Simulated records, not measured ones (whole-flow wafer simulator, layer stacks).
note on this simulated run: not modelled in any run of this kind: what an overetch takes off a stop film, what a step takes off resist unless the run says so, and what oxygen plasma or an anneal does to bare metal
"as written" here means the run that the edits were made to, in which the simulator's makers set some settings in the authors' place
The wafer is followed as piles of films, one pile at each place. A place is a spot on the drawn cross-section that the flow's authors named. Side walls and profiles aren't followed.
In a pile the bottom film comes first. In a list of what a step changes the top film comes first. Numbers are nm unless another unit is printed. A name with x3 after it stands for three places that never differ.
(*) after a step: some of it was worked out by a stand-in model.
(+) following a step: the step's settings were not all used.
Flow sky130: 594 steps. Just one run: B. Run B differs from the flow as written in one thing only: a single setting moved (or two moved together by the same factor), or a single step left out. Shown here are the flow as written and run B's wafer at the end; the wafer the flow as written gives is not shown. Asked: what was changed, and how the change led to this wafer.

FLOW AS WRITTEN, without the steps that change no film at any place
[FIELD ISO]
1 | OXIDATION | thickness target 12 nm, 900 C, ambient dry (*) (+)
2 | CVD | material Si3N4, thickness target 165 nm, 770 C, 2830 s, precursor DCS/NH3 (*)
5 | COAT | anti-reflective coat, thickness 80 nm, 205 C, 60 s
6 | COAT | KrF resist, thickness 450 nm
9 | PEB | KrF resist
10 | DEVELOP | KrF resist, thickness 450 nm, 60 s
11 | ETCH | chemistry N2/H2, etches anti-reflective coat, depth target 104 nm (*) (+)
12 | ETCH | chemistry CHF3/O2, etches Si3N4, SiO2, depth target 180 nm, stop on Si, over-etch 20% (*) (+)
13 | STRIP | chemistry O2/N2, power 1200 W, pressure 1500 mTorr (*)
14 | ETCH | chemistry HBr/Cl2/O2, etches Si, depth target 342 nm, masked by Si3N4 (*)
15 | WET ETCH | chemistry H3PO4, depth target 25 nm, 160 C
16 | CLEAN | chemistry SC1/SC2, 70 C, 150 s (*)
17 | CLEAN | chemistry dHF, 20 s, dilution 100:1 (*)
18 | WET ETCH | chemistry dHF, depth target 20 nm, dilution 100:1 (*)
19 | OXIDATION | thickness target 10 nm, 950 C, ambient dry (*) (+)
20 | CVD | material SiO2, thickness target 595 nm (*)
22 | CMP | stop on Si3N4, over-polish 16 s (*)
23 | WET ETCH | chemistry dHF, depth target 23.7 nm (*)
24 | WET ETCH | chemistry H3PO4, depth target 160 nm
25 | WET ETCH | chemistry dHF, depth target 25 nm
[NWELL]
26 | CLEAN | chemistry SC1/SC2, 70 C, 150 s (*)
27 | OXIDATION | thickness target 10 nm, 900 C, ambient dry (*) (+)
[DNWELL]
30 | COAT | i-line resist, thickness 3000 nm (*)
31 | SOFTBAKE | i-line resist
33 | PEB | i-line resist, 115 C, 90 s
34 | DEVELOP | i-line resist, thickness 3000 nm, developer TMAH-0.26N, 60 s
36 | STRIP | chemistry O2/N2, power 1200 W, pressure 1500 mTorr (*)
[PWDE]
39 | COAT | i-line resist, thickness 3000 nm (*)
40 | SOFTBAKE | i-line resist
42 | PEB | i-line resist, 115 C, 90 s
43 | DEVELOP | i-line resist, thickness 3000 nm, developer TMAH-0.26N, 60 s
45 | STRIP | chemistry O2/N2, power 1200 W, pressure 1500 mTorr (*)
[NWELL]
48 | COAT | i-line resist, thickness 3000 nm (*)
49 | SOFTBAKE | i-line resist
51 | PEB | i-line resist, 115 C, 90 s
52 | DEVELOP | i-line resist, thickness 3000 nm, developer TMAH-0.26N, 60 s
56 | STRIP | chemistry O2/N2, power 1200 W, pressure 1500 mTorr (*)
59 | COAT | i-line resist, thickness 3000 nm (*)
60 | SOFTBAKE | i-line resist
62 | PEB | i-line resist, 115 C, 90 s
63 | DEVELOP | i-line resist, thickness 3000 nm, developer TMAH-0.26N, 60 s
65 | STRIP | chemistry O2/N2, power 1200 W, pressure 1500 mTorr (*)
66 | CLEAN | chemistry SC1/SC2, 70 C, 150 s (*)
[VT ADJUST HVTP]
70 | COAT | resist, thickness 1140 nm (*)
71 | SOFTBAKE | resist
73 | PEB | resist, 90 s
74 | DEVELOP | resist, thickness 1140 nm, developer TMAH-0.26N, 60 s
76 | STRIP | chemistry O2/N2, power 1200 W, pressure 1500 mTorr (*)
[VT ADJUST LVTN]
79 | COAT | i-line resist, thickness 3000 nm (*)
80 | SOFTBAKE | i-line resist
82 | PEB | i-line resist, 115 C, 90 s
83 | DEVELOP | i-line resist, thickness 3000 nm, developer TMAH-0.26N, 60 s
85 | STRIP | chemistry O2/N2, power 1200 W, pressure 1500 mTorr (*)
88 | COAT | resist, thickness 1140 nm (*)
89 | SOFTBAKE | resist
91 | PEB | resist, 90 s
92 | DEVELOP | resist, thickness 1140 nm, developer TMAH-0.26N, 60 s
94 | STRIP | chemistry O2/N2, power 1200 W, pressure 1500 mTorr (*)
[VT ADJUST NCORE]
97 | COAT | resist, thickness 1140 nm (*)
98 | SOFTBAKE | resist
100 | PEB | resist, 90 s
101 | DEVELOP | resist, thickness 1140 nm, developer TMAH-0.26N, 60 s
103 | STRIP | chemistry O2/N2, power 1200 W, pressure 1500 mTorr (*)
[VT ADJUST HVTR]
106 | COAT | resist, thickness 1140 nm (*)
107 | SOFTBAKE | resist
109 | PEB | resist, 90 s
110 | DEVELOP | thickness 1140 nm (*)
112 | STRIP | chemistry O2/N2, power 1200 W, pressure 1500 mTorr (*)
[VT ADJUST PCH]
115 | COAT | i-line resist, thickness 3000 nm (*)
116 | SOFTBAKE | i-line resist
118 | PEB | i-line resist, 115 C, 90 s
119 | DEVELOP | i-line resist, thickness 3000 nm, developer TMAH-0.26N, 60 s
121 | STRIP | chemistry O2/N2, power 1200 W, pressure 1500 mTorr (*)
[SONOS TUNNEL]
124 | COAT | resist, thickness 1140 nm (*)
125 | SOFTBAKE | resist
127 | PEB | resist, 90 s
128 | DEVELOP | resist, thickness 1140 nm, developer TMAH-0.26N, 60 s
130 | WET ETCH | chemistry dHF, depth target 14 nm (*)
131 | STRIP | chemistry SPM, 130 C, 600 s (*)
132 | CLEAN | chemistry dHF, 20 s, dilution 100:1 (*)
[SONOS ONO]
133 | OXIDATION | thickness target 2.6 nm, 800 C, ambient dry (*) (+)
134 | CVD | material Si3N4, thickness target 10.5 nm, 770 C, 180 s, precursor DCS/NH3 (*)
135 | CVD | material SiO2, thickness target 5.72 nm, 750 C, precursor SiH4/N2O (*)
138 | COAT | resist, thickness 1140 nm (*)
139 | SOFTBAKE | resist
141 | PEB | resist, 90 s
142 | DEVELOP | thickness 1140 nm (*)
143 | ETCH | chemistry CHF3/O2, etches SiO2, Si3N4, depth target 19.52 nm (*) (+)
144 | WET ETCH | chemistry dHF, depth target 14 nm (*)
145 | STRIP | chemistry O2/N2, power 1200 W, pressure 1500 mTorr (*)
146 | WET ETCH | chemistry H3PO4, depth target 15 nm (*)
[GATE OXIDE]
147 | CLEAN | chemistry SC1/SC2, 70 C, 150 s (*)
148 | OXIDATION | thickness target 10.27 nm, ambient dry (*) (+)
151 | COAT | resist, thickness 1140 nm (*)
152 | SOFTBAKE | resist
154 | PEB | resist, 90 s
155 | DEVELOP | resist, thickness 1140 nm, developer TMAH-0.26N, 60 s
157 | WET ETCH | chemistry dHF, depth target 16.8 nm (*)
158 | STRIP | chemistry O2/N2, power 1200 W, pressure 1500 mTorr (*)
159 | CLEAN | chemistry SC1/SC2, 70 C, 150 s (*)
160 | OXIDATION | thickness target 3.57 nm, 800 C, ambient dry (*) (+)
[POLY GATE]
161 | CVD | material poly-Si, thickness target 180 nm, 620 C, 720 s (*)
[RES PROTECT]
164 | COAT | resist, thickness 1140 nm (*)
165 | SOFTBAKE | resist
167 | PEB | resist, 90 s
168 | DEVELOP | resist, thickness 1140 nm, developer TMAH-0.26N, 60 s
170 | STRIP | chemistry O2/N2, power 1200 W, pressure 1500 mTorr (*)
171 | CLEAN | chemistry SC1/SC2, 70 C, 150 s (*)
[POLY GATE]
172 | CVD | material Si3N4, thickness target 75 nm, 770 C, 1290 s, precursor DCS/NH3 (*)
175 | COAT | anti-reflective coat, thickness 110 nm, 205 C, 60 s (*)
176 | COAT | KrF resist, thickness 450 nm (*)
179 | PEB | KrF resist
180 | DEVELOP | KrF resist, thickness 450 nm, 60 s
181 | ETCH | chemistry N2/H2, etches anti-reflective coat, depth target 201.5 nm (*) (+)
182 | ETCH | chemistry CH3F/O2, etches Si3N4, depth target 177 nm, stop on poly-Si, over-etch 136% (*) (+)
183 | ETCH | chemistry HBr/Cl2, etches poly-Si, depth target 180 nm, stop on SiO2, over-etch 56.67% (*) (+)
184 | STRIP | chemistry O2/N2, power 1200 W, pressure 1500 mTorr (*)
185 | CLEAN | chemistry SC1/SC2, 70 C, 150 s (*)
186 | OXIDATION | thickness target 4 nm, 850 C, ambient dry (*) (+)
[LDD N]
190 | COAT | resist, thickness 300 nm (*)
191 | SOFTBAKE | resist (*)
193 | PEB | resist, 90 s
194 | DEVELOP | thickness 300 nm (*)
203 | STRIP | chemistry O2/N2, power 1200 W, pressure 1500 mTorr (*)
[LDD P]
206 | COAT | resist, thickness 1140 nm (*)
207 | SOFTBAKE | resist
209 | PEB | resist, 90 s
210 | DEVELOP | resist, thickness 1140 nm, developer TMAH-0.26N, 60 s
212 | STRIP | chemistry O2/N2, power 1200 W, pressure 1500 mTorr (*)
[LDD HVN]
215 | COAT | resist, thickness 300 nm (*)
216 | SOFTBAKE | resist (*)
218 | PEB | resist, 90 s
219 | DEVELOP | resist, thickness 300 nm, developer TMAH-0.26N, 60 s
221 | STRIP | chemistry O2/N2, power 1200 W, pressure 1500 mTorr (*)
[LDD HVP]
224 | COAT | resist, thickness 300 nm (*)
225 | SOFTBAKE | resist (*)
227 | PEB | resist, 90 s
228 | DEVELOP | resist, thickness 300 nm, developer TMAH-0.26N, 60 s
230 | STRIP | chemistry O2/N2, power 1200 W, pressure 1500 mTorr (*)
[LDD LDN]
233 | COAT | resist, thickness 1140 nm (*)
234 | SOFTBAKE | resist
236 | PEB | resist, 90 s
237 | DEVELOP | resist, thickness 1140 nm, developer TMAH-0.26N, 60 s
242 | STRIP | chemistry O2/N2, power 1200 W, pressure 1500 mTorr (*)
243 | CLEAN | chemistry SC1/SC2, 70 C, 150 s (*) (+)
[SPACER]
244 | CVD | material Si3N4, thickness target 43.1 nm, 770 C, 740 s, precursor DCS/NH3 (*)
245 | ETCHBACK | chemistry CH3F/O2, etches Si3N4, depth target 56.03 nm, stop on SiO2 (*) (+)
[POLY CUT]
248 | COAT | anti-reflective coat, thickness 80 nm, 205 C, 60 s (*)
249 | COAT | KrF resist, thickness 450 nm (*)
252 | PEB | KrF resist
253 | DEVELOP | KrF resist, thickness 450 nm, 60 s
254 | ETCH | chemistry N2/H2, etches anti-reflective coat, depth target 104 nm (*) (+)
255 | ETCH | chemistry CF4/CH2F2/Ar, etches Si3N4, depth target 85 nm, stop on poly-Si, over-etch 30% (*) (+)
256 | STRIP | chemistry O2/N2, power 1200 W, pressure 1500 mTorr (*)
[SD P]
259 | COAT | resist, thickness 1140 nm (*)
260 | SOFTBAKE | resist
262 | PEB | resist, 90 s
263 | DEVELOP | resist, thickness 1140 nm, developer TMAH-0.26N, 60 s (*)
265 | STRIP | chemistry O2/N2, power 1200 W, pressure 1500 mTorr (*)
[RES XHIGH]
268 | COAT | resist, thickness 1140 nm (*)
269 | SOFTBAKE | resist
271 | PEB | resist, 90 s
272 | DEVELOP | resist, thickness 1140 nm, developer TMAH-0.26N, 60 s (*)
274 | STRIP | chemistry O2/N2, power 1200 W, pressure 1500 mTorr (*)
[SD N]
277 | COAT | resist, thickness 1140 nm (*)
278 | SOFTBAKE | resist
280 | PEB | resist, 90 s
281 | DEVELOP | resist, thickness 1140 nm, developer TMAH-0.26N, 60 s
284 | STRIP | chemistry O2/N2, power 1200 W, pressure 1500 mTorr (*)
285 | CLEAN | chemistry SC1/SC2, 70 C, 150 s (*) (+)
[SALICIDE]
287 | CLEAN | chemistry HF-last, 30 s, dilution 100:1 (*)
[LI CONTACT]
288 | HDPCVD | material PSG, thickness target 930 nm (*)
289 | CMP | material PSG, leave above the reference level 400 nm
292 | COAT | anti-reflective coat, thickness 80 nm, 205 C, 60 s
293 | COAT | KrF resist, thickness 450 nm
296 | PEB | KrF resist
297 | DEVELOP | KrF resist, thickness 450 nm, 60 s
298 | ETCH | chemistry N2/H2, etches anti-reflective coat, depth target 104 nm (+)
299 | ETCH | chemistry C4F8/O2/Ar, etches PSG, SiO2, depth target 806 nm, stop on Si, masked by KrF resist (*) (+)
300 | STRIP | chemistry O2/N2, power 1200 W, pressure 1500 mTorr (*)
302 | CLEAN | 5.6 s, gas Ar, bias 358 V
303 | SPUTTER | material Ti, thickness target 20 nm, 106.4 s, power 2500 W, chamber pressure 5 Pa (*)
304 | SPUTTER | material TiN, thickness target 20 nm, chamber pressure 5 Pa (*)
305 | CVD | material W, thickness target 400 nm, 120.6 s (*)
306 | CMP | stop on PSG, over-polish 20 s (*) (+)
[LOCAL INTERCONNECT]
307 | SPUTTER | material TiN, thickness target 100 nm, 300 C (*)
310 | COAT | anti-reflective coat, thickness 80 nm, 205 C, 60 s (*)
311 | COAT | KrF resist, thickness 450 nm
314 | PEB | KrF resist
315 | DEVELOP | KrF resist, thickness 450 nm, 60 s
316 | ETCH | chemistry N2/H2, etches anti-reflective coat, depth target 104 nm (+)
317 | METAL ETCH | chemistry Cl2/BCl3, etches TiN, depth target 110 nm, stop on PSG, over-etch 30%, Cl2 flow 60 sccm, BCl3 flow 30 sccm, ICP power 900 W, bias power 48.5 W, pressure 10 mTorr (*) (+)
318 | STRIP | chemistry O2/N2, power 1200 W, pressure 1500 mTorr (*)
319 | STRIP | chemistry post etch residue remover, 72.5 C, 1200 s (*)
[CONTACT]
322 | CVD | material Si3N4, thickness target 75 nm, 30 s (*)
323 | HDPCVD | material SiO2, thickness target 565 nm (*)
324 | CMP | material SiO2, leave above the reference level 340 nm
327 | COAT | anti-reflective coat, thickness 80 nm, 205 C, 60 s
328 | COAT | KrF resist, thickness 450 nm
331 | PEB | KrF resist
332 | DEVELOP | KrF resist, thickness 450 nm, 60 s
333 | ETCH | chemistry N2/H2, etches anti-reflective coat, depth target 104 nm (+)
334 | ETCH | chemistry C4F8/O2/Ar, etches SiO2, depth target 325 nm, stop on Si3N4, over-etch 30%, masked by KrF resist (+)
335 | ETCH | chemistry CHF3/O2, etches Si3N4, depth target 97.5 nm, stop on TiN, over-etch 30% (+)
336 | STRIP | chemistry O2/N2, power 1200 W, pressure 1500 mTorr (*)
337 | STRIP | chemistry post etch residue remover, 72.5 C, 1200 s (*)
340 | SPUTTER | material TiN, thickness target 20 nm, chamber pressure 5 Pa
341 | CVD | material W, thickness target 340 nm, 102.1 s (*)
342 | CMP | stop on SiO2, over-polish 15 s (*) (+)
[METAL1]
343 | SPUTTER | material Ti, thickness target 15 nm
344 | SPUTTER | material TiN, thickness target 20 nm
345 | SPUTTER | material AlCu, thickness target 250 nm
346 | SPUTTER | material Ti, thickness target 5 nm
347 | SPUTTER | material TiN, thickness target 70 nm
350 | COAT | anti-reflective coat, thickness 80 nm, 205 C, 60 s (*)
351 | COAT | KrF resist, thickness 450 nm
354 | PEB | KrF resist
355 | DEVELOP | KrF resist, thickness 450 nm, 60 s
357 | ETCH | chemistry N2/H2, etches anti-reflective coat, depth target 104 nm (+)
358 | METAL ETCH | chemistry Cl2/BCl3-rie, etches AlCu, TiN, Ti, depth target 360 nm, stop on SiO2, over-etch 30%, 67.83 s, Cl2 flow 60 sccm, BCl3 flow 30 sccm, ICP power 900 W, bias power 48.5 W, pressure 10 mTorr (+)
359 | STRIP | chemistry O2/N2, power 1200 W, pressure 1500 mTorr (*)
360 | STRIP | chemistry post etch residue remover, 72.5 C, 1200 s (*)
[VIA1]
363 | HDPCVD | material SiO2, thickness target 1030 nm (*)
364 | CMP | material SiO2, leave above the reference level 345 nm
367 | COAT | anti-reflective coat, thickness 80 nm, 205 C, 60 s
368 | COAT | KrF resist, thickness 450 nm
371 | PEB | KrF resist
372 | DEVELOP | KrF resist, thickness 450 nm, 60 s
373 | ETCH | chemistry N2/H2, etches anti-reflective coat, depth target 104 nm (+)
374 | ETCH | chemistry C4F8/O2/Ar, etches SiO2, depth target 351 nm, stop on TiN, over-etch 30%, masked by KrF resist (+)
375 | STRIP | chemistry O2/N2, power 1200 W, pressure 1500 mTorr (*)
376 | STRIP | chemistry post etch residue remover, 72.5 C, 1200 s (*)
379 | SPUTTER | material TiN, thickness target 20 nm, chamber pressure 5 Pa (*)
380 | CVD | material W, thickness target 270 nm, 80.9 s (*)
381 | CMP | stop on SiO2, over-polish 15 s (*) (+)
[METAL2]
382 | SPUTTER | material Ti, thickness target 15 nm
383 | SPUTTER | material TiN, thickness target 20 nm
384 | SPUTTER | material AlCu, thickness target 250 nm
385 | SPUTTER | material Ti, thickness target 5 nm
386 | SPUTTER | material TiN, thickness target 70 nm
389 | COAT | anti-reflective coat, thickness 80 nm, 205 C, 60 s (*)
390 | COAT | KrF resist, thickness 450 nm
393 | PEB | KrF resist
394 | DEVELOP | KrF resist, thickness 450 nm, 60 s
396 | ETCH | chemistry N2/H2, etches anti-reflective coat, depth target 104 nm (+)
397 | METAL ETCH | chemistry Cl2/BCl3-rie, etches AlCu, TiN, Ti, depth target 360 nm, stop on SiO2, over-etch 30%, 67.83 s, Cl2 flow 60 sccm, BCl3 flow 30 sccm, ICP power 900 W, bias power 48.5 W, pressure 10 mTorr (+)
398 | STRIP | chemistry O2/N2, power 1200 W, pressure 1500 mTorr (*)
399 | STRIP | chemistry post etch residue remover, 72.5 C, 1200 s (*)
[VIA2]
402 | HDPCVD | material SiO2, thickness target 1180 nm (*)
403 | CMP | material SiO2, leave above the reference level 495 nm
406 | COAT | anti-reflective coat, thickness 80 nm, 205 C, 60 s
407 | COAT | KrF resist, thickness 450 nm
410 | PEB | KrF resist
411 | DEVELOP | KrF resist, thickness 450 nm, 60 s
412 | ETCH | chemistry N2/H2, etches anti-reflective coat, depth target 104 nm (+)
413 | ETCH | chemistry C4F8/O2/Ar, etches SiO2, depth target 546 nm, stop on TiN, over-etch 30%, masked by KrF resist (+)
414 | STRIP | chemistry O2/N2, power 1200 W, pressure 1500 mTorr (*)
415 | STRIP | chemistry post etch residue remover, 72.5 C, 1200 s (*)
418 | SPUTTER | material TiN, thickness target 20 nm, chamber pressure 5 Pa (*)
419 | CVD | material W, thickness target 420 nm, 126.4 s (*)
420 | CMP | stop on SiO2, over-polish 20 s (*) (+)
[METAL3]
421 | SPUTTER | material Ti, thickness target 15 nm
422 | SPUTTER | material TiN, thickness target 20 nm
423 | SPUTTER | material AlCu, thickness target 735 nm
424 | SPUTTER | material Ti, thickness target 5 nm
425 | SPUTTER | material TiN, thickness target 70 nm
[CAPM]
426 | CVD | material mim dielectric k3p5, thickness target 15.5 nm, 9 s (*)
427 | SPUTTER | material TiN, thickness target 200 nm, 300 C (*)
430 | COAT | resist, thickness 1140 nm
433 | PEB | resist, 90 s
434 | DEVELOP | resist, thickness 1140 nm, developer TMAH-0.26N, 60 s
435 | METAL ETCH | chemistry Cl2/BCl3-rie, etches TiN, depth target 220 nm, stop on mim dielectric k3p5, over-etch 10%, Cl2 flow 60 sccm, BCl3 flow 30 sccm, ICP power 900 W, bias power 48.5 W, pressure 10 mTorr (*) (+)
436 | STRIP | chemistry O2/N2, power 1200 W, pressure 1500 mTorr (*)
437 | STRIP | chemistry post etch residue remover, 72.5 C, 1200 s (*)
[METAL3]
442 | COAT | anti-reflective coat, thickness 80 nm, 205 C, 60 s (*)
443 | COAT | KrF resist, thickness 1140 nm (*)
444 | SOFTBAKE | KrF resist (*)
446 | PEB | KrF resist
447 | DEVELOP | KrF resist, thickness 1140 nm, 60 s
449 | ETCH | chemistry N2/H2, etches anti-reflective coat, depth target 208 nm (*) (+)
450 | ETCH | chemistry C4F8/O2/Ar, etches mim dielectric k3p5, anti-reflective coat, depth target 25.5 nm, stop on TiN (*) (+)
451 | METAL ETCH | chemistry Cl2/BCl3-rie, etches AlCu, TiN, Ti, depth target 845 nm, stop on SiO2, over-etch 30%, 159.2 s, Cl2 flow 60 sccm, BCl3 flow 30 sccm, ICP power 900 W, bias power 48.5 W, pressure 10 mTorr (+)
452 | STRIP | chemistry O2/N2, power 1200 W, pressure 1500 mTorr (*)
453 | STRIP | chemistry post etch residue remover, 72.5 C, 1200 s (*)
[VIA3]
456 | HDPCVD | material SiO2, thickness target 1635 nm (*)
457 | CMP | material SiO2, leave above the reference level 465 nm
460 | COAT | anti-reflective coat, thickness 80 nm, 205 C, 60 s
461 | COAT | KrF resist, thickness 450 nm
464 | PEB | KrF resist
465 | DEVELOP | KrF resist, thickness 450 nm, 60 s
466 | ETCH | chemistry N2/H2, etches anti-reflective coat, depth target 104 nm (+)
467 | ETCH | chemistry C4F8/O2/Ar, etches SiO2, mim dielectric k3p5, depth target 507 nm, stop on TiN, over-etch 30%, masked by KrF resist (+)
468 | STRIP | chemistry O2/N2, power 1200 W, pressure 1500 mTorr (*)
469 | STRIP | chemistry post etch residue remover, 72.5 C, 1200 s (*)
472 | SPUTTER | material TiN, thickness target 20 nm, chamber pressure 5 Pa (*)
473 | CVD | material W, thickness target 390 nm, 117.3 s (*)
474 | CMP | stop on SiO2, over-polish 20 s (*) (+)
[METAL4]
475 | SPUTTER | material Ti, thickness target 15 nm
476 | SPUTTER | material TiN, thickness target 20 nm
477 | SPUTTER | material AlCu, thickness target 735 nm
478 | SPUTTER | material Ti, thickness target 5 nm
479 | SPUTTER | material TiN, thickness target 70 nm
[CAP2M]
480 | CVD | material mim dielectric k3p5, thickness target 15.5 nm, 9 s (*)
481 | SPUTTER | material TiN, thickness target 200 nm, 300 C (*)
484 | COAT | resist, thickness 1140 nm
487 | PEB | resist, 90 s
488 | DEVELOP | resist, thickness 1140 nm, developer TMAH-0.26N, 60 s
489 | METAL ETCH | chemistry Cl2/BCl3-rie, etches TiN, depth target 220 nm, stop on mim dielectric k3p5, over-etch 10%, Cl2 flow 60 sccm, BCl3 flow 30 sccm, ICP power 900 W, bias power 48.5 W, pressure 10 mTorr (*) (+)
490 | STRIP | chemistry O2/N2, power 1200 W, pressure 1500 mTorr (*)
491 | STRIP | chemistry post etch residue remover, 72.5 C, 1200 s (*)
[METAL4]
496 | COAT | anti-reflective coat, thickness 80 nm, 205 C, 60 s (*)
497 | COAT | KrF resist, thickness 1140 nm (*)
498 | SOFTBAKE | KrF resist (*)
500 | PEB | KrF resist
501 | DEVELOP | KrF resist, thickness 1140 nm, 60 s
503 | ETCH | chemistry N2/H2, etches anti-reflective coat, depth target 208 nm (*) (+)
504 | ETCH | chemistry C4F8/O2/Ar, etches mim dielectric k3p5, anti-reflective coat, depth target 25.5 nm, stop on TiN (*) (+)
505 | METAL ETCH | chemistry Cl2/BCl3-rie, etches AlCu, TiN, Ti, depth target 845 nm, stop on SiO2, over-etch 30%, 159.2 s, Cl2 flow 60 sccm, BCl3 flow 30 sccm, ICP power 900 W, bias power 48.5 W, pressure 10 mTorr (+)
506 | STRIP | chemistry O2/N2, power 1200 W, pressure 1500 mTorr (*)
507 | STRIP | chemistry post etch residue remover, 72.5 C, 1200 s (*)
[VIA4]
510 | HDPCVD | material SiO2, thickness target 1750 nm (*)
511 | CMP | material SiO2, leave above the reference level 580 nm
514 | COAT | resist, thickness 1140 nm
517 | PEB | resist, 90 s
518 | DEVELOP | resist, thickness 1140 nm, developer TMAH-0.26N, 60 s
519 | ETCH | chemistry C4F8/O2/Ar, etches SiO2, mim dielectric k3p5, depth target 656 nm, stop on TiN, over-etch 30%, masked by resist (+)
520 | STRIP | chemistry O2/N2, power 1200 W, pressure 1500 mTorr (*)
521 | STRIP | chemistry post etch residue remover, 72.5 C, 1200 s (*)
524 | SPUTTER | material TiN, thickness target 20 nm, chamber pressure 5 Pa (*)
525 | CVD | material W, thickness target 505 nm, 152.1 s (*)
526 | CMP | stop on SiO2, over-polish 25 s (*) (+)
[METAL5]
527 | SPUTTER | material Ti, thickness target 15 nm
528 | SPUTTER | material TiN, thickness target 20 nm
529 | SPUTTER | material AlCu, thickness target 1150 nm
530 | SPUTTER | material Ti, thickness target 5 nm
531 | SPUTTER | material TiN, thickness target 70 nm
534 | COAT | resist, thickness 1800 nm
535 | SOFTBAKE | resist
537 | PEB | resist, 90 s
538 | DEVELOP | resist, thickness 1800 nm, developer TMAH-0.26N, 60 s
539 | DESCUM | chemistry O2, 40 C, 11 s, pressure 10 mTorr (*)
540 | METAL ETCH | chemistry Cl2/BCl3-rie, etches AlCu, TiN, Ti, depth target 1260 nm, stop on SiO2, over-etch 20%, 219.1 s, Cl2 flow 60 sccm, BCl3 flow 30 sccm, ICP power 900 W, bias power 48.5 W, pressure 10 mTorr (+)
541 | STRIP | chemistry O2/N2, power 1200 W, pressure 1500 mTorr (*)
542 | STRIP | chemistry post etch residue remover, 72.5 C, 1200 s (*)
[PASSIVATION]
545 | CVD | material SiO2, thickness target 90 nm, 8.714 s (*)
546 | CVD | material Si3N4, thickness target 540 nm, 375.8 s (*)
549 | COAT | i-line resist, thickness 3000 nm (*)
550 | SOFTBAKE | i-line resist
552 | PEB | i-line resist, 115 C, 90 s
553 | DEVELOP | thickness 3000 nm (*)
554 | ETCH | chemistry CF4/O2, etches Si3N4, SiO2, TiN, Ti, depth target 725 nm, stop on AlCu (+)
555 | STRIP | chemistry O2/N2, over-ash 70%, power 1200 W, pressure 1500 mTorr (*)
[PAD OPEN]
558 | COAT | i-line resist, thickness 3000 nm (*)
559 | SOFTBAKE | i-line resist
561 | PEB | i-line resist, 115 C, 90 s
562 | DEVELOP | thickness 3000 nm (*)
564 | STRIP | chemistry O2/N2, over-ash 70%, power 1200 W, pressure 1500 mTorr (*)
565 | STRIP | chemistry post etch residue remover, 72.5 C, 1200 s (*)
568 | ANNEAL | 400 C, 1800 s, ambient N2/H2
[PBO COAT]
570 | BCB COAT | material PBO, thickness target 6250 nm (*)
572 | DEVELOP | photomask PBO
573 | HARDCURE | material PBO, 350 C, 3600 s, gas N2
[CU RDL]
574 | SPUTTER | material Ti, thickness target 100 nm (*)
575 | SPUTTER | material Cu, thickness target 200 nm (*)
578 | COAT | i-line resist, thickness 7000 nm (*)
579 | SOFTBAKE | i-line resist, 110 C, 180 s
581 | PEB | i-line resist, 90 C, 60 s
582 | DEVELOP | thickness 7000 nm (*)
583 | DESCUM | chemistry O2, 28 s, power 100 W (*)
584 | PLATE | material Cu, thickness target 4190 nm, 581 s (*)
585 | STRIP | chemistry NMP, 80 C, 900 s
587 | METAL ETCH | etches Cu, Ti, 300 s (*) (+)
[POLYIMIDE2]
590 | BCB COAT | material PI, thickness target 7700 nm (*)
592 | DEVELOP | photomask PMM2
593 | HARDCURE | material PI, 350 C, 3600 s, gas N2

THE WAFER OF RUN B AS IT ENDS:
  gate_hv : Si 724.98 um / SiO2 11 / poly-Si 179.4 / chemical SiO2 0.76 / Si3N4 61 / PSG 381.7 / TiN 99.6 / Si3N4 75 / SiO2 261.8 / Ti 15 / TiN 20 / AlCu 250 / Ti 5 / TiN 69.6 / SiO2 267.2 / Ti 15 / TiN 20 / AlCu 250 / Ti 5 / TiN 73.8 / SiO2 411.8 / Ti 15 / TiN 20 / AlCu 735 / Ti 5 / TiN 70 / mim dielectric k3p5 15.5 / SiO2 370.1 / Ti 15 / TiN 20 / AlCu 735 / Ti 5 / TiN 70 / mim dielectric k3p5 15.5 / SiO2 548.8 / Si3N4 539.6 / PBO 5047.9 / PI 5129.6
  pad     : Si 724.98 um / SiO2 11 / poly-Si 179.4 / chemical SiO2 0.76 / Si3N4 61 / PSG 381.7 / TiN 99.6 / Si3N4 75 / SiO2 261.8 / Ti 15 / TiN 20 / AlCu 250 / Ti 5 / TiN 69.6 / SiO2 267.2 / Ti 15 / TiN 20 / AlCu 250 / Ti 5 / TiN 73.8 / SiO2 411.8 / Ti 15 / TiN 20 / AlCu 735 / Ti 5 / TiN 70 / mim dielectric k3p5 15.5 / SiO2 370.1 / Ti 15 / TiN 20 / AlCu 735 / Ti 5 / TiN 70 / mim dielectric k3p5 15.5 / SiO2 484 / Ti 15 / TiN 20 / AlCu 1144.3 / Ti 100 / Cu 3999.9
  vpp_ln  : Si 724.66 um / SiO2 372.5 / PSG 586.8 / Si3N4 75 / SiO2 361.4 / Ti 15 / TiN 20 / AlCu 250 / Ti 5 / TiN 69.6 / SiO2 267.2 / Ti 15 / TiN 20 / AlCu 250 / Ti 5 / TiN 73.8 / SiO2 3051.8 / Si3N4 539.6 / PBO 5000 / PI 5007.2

Cause: step 386, SPUTTER: thickness target 74.2 nm was run, while the flow as written has thickness target 70 nm.

The path from the change to this, step by step:
  386 | SPUTTER | material TiN, thickness target 70 nm
      field, active, n_well and 188 more: TiN gains 74.2 (new film) (as written it would have been: TiN gains 70 (new film))
  397 | METAL ETCH | chemistry Cl2/BCl3-rie, etches AlCu, TiN, Ti, depth target 360 nm, stop on SiO2, over-etch 30%, 67.83 s, Cl2 flow 60 sccm, BCl3 flow 30 sccm, ICP power 900 W, bias power 48.5 W, pressure 10 mTorr (+)
      field, active, gate and 82 more: TiN loses 72.9 (all of it), Ti loses 5 (all of it), AlCu loses 250 (all of it), TiN loses 20 (all of it), Ti loses 15 (all of it), SiO2 loses 10.5 (as written it would have been: TiN loses 68.7 (all of it), Ti loses 5 (all of it), AlCu loses 250 (all of it), TiN loses 20 (all of it), Ti loses 15 (all of it), SiO2 loses 10.9)
